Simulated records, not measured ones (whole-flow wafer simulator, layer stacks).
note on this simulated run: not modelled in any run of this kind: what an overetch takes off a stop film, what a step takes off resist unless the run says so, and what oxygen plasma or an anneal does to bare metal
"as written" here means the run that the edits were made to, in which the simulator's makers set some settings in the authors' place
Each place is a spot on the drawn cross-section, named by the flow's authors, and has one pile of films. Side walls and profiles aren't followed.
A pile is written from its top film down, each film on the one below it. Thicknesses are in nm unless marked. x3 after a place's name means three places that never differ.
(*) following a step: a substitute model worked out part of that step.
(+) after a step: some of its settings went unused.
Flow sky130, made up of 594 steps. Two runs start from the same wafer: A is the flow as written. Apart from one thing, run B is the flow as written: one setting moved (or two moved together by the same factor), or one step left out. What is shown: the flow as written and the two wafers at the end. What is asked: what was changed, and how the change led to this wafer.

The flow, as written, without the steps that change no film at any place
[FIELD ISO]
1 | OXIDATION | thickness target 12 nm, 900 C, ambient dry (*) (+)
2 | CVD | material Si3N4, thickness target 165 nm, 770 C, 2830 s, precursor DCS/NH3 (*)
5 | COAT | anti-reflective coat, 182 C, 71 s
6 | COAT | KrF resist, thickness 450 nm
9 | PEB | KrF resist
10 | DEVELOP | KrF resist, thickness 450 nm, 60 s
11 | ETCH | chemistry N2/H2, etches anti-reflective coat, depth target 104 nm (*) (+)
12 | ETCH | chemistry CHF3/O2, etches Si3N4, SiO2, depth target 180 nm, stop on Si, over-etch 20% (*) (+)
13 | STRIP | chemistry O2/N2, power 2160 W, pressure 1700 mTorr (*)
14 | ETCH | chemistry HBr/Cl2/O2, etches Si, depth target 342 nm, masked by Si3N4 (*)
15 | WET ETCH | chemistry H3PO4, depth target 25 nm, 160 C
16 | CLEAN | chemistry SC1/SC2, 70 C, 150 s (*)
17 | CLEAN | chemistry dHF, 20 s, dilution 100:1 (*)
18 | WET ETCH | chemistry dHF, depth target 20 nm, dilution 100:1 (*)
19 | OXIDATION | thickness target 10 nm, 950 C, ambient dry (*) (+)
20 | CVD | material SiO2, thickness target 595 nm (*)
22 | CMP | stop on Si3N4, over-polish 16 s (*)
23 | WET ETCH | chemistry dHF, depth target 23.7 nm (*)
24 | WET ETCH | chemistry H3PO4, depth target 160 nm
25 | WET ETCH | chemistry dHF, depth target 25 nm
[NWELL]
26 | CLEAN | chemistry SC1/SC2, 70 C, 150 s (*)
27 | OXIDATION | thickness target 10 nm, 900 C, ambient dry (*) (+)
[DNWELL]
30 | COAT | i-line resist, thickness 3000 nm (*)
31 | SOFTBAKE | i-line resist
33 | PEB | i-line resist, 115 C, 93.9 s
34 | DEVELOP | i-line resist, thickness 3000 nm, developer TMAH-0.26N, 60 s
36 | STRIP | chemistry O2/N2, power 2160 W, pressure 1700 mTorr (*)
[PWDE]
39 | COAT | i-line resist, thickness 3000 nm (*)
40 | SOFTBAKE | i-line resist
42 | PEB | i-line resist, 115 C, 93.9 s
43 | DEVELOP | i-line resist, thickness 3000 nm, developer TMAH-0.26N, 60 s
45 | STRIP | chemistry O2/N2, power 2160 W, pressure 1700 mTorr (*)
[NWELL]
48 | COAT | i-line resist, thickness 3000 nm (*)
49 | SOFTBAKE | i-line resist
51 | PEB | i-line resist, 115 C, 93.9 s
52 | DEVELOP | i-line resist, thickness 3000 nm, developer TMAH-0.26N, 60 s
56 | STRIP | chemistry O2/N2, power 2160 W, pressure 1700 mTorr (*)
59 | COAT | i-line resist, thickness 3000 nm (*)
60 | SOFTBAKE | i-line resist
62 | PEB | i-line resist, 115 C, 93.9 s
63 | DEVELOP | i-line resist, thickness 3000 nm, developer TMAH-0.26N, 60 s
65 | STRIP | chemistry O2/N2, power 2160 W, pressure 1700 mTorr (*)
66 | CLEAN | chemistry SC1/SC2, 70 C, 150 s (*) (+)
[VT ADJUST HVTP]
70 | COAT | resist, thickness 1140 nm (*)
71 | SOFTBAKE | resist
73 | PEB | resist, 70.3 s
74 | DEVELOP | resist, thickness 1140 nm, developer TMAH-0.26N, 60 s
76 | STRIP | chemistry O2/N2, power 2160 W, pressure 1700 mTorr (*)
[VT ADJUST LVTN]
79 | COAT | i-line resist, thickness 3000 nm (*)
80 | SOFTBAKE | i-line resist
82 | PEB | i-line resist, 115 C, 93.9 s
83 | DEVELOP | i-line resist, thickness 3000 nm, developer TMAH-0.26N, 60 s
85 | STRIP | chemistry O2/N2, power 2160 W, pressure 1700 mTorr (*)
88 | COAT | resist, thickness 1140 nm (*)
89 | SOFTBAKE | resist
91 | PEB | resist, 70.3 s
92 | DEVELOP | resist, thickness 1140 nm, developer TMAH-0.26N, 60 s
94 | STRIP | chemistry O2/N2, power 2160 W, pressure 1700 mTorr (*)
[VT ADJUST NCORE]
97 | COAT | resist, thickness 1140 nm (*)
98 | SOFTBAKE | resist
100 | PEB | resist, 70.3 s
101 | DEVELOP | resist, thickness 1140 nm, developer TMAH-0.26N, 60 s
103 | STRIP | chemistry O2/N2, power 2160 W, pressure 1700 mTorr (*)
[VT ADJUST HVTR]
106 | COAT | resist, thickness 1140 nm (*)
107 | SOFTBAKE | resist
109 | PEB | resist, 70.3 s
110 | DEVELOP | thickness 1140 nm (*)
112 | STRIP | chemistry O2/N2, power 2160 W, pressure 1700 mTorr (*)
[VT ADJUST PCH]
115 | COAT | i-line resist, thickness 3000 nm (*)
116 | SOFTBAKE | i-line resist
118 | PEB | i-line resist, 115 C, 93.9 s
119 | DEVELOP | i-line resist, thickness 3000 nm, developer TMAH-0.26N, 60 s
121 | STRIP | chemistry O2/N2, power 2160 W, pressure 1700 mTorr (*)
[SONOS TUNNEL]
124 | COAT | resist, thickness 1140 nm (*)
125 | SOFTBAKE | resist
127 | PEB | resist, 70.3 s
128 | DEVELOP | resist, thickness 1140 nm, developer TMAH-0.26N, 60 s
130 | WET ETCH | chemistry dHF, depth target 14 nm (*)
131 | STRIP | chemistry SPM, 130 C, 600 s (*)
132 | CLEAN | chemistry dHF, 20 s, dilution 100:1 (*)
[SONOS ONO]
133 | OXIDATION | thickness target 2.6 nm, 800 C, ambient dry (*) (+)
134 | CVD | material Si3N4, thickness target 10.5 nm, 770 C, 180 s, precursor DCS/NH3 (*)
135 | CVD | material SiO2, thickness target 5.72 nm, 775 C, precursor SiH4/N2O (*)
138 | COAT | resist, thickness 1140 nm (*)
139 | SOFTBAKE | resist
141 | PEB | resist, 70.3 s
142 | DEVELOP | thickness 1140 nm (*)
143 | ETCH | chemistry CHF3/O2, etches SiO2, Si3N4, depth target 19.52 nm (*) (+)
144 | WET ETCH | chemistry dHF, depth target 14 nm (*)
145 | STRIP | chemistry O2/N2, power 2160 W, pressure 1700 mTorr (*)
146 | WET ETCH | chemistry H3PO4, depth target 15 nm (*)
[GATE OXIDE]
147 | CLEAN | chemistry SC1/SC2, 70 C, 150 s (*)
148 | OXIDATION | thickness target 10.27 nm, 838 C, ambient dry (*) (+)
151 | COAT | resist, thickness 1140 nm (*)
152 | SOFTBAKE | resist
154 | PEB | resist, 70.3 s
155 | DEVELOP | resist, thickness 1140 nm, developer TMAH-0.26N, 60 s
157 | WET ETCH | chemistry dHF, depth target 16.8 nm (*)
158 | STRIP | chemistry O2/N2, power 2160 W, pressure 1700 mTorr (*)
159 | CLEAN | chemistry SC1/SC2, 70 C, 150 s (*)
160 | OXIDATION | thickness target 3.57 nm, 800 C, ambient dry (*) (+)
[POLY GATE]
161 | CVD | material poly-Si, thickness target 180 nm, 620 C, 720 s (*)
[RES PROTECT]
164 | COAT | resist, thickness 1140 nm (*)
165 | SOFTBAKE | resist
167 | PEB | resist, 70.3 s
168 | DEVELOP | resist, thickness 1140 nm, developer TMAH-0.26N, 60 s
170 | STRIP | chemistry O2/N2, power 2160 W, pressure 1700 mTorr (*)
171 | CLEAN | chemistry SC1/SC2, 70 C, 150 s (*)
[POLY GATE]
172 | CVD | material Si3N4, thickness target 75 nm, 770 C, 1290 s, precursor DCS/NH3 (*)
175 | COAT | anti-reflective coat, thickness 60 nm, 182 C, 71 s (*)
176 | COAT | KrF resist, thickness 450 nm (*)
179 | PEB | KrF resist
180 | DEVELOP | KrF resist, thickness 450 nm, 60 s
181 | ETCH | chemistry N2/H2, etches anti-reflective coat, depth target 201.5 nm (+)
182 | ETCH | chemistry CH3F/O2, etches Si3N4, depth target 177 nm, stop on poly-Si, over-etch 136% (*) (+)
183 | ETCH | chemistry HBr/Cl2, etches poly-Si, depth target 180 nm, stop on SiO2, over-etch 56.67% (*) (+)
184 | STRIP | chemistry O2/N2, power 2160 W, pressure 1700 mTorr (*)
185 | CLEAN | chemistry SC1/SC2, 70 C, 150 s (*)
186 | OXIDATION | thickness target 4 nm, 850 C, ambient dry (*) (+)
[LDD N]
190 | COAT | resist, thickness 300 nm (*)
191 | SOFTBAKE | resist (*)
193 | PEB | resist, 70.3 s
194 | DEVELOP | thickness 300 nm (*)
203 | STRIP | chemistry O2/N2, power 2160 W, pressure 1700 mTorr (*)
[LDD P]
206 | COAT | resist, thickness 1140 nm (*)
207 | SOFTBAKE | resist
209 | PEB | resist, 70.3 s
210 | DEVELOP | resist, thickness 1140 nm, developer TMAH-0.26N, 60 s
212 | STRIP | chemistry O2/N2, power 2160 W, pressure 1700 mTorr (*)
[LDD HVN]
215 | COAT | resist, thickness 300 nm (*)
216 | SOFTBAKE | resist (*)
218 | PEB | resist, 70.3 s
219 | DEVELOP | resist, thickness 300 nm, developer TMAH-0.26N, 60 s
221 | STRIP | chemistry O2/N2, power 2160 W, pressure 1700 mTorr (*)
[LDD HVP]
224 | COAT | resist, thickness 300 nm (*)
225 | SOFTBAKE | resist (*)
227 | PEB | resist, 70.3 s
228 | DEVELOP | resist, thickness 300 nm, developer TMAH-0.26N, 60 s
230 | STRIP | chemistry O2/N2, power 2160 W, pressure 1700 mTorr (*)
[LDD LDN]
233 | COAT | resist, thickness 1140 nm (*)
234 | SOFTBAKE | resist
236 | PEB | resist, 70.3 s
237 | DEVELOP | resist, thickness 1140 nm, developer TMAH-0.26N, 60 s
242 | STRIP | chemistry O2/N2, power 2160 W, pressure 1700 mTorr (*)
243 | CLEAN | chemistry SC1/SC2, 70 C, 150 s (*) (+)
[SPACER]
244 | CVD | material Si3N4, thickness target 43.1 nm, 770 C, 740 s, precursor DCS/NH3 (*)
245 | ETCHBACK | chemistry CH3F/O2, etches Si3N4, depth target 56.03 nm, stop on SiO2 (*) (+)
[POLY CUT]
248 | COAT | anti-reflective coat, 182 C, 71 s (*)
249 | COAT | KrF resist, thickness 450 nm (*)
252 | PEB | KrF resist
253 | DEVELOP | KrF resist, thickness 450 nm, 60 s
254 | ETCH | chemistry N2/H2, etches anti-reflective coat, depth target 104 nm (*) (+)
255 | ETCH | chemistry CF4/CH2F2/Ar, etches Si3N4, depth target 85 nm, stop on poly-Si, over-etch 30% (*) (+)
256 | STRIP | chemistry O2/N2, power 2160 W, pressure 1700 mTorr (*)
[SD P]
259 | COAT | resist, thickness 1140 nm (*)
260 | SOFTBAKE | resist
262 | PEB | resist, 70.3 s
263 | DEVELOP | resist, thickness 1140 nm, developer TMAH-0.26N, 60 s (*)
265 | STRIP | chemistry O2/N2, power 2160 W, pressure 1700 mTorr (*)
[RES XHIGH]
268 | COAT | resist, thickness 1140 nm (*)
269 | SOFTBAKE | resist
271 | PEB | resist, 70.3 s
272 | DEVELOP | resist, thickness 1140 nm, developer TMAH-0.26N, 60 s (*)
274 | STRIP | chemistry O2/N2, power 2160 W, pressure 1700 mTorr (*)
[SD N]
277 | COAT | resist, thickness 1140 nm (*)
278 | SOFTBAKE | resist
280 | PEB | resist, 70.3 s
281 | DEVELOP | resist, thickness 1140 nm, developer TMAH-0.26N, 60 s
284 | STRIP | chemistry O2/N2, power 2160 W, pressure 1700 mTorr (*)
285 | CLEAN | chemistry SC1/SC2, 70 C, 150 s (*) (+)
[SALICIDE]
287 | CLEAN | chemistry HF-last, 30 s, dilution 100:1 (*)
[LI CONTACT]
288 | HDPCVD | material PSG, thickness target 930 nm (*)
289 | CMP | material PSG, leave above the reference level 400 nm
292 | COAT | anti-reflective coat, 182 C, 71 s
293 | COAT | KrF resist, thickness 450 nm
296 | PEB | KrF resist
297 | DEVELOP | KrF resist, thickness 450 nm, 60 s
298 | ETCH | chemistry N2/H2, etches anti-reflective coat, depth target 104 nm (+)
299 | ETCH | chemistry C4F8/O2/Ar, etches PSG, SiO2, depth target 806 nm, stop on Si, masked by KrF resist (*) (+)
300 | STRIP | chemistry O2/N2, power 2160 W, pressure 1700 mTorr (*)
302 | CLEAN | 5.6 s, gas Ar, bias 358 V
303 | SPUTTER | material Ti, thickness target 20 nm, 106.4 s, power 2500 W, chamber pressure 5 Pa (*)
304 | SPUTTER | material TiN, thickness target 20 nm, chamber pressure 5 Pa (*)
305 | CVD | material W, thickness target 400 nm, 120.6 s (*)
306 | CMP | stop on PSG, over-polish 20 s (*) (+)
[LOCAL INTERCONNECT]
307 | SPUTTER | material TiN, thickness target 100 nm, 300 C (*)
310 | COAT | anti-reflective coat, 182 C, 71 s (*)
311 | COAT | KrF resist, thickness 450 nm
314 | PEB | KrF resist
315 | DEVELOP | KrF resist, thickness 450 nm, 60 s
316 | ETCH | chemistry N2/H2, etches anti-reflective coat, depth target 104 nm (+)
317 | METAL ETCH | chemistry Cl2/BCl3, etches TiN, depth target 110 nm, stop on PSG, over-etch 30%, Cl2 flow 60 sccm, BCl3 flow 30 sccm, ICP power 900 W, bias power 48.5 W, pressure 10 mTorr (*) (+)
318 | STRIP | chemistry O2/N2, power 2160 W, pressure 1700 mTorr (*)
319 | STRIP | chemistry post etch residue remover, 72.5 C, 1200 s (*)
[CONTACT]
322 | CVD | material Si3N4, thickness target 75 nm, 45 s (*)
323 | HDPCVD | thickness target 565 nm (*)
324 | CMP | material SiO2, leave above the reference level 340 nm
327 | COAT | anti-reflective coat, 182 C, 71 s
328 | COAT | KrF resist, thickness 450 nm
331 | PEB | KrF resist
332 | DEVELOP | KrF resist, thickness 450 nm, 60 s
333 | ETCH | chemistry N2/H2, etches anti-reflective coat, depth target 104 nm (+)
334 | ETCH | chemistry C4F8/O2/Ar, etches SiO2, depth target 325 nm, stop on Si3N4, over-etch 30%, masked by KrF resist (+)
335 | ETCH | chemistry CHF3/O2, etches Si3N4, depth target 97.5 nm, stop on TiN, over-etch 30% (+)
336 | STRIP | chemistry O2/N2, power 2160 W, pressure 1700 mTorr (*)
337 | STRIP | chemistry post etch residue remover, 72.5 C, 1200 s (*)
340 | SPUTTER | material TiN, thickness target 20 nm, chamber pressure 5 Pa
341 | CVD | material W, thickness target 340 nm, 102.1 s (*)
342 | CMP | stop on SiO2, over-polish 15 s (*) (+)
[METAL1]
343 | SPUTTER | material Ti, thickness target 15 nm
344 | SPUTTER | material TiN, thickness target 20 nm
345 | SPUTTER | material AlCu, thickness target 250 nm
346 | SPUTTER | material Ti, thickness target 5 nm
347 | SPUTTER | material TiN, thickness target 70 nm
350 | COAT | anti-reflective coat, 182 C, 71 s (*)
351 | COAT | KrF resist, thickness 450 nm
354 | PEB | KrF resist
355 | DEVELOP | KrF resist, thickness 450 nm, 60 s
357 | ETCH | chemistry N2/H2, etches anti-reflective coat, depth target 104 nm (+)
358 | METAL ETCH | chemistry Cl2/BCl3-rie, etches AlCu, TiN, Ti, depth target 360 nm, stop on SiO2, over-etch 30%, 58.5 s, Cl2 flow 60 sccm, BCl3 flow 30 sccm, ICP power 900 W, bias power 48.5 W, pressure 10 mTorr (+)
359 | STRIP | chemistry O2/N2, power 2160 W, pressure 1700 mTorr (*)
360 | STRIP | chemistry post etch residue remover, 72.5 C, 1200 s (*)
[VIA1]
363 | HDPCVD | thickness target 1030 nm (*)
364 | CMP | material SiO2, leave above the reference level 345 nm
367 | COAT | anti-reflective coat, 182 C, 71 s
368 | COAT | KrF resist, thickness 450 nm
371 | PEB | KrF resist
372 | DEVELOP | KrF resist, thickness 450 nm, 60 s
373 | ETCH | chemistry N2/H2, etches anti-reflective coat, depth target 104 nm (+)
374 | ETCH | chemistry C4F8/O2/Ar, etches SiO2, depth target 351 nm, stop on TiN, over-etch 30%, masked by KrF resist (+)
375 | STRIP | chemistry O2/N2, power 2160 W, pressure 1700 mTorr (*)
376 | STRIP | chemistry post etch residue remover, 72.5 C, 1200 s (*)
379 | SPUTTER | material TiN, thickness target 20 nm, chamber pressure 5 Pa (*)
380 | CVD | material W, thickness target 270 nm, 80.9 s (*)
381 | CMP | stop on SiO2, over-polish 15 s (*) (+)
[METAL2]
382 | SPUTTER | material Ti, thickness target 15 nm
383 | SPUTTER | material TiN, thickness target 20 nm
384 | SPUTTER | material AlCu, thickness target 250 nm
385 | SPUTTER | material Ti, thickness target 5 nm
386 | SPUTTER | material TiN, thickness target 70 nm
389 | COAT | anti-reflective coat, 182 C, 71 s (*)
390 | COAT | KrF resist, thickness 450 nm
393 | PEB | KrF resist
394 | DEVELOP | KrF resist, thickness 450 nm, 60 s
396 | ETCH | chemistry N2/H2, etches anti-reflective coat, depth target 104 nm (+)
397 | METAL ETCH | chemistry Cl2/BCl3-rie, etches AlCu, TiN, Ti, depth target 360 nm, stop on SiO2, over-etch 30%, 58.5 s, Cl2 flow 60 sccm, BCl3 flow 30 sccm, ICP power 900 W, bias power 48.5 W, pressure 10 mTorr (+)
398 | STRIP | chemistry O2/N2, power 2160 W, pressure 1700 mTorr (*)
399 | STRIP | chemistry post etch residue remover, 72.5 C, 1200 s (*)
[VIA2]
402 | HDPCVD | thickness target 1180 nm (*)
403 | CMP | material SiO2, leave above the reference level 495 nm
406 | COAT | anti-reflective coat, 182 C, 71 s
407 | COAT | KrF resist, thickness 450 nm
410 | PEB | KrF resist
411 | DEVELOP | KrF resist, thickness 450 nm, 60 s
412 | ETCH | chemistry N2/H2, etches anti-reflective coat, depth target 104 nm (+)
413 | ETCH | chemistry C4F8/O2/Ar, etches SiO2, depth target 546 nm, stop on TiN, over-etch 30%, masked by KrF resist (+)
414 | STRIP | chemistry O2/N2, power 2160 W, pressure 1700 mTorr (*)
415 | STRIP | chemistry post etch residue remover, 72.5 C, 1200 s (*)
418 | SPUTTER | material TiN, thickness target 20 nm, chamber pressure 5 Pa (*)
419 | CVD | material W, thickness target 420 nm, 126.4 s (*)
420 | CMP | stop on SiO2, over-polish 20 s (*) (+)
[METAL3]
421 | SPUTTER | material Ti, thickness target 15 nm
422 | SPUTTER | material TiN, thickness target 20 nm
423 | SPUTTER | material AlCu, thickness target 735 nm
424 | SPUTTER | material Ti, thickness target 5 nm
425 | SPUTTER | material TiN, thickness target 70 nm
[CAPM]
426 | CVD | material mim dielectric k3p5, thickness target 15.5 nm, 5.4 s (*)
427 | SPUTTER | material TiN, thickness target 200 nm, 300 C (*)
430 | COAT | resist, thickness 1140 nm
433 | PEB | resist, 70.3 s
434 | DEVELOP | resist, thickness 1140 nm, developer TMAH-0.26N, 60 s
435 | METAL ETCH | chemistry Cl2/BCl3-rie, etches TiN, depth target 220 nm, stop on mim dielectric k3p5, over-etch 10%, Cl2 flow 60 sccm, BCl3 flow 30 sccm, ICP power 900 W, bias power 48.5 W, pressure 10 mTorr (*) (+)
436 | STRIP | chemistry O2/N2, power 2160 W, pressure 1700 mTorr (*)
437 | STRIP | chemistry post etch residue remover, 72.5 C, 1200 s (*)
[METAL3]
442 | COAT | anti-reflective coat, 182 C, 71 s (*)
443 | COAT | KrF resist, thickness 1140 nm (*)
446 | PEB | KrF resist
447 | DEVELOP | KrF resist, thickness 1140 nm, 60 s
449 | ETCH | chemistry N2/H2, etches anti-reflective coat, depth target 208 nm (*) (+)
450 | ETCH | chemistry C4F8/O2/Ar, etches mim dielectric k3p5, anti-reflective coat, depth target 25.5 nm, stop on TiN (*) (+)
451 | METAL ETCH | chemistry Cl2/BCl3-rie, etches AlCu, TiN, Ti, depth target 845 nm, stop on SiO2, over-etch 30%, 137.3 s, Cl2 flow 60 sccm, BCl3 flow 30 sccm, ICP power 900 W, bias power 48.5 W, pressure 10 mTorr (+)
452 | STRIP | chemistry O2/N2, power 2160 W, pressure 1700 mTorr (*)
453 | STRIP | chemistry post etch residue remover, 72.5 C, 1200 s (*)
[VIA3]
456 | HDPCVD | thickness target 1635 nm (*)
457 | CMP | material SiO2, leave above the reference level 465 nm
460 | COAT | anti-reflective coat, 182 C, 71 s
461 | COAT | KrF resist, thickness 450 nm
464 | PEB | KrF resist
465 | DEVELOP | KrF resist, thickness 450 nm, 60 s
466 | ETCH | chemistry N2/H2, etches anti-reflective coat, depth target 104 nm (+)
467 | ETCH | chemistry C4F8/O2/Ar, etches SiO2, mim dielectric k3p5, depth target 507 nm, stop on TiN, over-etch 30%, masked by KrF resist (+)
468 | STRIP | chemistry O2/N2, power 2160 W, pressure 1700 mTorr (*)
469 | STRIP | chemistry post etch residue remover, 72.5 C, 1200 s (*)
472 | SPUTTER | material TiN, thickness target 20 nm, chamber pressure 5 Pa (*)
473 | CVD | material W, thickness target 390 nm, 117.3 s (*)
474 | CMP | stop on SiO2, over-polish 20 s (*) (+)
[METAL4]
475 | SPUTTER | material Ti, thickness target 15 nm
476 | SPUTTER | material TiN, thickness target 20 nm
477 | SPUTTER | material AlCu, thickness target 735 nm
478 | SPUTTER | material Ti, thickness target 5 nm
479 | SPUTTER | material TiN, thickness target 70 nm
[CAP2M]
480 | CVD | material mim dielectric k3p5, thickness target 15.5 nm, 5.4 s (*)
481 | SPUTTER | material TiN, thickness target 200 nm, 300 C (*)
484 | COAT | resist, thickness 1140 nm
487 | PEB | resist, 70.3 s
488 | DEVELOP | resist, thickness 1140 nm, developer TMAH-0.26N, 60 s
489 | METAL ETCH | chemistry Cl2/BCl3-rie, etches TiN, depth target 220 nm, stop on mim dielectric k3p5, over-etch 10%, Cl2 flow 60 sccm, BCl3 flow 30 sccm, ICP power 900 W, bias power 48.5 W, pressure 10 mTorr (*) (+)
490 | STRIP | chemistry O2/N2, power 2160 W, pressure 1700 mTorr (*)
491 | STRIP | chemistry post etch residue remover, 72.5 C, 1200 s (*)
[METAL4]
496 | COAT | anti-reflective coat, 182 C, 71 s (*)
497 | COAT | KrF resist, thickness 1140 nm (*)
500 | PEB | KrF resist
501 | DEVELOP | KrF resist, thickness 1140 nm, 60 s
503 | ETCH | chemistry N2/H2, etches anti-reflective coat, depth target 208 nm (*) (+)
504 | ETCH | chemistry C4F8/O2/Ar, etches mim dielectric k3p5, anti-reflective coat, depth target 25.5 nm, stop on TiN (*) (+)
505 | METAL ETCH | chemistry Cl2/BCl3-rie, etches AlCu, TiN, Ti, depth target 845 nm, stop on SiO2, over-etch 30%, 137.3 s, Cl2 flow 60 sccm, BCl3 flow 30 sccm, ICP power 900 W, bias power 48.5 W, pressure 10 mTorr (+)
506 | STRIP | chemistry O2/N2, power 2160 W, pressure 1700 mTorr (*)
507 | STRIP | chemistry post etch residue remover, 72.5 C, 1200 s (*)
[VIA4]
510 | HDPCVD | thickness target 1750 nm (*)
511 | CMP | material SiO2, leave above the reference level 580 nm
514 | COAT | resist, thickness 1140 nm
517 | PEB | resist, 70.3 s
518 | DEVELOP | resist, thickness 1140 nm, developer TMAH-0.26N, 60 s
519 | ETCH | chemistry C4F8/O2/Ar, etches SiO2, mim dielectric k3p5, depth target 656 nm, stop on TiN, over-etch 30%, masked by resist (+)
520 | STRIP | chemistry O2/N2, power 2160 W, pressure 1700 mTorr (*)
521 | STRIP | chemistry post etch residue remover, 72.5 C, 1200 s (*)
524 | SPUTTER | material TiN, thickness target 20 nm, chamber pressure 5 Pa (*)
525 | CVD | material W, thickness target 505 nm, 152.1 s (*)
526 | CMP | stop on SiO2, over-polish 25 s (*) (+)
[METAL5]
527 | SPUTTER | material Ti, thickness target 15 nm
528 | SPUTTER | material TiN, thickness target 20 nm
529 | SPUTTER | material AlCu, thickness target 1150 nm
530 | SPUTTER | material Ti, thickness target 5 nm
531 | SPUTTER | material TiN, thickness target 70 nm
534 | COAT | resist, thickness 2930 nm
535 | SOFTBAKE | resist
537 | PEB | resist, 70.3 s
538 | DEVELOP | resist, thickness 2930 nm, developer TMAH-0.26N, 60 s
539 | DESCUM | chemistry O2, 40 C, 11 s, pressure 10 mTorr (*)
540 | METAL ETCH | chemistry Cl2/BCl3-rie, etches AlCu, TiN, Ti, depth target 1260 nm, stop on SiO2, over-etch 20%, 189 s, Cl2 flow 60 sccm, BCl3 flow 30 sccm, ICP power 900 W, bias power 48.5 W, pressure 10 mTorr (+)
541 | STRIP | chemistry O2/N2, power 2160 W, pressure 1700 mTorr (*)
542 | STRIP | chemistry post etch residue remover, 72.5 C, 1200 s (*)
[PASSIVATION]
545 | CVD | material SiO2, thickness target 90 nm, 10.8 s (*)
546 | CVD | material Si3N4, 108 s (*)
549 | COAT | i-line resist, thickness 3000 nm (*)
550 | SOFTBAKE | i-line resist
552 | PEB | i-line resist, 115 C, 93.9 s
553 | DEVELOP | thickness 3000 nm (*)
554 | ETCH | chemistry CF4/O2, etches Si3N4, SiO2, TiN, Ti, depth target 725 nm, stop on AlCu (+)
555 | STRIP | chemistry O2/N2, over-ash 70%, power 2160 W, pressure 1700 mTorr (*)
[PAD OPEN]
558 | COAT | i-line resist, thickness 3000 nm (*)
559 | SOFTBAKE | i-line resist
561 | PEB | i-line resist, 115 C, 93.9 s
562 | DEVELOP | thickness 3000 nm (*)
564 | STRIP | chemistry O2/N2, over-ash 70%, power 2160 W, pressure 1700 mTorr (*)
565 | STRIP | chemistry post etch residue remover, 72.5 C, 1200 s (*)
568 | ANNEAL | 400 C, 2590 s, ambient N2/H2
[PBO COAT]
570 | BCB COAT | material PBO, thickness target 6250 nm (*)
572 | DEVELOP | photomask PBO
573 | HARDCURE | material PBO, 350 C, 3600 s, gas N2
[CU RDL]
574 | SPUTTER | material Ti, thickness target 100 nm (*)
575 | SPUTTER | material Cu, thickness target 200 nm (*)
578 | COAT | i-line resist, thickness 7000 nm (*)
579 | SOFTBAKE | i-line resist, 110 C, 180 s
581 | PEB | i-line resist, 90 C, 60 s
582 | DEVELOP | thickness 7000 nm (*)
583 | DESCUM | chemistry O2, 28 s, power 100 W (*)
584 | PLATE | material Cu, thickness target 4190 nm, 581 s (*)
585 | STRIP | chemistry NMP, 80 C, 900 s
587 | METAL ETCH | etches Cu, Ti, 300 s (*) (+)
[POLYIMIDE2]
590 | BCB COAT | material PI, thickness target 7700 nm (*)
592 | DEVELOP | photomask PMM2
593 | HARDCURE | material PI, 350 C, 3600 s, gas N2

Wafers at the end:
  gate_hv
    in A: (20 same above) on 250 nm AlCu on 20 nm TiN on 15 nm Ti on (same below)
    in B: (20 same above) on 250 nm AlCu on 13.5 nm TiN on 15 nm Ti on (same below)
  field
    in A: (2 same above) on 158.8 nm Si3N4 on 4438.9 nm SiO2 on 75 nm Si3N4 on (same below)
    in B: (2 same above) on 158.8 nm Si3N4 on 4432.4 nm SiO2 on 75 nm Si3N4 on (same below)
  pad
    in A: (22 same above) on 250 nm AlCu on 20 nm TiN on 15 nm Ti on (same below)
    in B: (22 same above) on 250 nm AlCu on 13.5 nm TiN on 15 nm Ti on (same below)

Cause: step 383, SPUTTER: thickness target 13.5 nm was run, though the flow has thickness target 20 nm.
One can read it off the wafer: gate_hv has TiN 13.5, and step 383 as written asks for 20 nm.

How this came from the change, step by step:
  383 | SPUTTER | material TiN, thickness target 20 nm
      field, active, n_well and 188 more: A TiN gains 20 (new film) | B TiN gains 13.5 (new film)
  397 | METAL ETCH | chemistry Cl2/BCl3-rie, etches AlCu, TiN, Ti, depth target 360 nm, stop on SiO2, over-etch 30%, 58.5 s, Cl2 flow 60 sccm, BCl3 flow 30 sccm, ICP power 900 W, bias power 48.5 W, pressure 10 mTorr (+)
      field, active, gate and 82 more: A TiN loses 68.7 (all of it), Ti loses 5 (all of it), AlCu loses 250 (all of it), TiN loses 20 (all of it), Ti loses 15 (all of it), SiO2 loses 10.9 | B TiN loses 68.7 (all of it), Ti loses 5 (all of it), AlCu loses 250 (all of it), TiN loses 13.5 (all of it), Ti loses 15 (all of it), SiO2 loses 11.6
